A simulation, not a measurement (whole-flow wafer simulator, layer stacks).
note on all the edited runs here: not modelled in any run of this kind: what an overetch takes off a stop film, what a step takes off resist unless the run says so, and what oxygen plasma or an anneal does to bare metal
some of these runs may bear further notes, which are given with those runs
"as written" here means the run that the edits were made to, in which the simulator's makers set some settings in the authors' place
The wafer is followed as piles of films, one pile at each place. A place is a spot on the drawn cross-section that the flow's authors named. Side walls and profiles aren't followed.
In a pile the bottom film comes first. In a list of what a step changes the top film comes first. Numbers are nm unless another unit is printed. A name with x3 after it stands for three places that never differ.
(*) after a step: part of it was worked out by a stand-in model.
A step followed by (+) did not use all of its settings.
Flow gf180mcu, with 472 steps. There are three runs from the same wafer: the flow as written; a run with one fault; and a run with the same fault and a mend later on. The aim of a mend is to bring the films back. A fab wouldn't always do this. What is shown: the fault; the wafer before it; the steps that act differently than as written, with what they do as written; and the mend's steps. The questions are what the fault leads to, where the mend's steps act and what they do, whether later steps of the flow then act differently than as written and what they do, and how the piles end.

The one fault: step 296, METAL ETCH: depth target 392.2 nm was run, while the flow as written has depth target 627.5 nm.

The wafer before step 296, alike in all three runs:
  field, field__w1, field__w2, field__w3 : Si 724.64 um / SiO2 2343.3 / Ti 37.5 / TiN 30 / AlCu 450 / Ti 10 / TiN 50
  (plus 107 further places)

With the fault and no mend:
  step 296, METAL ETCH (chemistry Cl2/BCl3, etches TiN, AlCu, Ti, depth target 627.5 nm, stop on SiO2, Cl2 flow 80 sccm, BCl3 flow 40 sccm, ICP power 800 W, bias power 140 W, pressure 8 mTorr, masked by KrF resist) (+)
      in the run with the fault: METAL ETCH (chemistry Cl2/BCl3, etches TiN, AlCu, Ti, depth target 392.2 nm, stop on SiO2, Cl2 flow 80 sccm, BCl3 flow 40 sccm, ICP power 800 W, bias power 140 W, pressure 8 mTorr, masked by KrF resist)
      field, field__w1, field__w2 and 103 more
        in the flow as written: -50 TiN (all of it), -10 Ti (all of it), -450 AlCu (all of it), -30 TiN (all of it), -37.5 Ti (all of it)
        in the run with the fault: -50 TiN (all of it), -10 Ti (all of it), -332.2 AlCu
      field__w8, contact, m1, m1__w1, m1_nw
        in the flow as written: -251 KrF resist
        in the run with the fault: -156.9 KrF resist
  Steps further on in the flow that do not act as written:
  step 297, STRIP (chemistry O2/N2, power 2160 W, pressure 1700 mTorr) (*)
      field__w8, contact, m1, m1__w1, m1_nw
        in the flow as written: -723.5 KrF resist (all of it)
        in the run with the fault: -817.6 KrF resist (all of it)
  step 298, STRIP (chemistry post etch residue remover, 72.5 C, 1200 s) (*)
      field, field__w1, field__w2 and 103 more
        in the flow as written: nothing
        in the run with the fault: -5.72 AlCu
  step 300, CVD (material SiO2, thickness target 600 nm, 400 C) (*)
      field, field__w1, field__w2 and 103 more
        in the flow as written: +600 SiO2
        in the run with the fault: +600 SiO2 (new film)
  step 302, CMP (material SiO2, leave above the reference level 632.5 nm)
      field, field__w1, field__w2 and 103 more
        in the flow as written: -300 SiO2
        in the run with the fault: -479.6 SiO2
  At field, field__w1, field__w2 and 104 more, the piles at the end differ from the flow's by more than 2% or 0.5 nm, whichever is larger.
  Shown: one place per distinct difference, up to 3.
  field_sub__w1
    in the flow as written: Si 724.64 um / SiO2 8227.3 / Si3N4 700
    in the run with the fault: Si 724.64 um / SiO2 2343.2 / Ti 37.5 / TiN 30 / AlCu 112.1 / SiO2 5704.4 / Si3N4 700
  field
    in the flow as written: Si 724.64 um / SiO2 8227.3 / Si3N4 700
    in the run with the fault: Si 724.64 um / SiO2 2343.3 / Ti 37.5 / TiN 30 / AlCu 112.1 / SiO2 5704.4 / Si3N4 700
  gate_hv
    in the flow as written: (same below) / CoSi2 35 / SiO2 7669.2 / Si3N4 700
    in the run with the fault: (same below) / CoSi2 35 / SiO2 1785.1 / Ti 37.5 / TiN 30 / AlCu 112.1 / SiO2 5704.4 / Si3N4 700

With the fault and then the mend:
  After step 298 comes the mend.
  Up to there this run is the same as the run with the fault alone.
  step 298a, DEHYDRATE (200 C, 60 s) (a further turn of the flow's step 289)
      does not change any film at any place that is followed
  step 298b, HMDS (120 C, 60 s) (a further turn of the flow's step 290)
      does not change any film at any place that is followed
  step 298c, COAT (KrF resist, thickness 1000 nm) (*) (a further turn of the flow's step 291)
      iso_ptap_pw, iso_ntap_nw, iso_nw_fld and 33 more
        +1000 KrF resist (new film)
      field_sub__w2, field_sub__w4, gate_nat and 10 more
        +1002.5 KrF resist (new film)
      field__w2, field__w3, field__w12 and 9 more
        +1002.7 KrF resist (new film)
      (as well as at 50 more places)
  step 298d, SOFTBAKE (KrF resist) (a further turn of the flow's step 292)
      does not change any film at any place that is followed
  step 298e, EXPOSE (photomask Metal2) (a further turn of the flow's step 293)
      does not change any film at any place that is followed
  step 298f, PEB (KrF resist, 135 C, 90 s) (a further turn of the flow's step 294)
      field__w1, field__w2, field__w3 and 57 more
        -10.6 KrF resist
      iso_ptap_pw, iso_ntap_nw, iso_nw_fld and 33 more
        -10.5 KrF resist
      gate_hv, sd_p, nw_sep_fld, polyc_n
        -10.7 KrF resist
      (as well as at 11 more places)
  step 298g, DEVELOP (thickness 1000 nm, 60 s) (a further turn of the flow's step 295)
      iso_ptap_pw, iso_ntap_nw, iso_nw_fld and 33 more
        -989.5 KrF resist (all of it)
      field__w12, field_sub, field_sub__w3 and 8 more
        -992.1 KrF resist (all of it)
      field_sub__w2, field_sub__w4, gate_nat and 8 more
        -991.9 KrF resist (all of it)
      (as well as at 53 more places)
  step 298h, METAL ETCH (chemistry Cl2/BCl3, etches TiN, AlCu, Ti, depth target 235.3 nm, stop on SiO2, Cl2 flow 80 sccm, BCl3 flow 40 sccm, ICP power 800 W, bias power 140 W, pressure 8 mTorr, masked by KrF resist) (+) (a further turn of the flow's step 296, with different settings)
      field, field__w1, field__w2 and 103 more
        -112.1 AlCu (all of it), -30 TiN (all of it), -37.5 Ti (all of it)
      field__w8, contact, m1, m1__w1, m1_nw
        -94.1 KrF resist
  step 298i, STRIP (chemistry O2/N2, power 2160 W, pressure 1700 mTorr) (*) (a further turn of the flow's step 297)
      field__w8
        -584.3 KrF resist (all of it)
      contact
        -582.3 KrF resist (all of it)
      m1
        -584.5 KrF resist (all of it)
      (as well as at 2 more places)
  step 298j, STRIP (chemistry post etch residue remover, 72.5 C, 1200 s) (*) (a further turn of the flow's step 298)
      field__w8, contact, m1, m1__w1, m1_nw
        -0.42 TiN
  None of the later steps of the flow differs from how it acts as written, at any place that is followed, by more than 2% or 0.5 nm, whichever is larger.
  When the end is reached, the piles differ only a little from the flow's at the places that both follow, at most by 2% or 0.5 nm, whichever is larger.
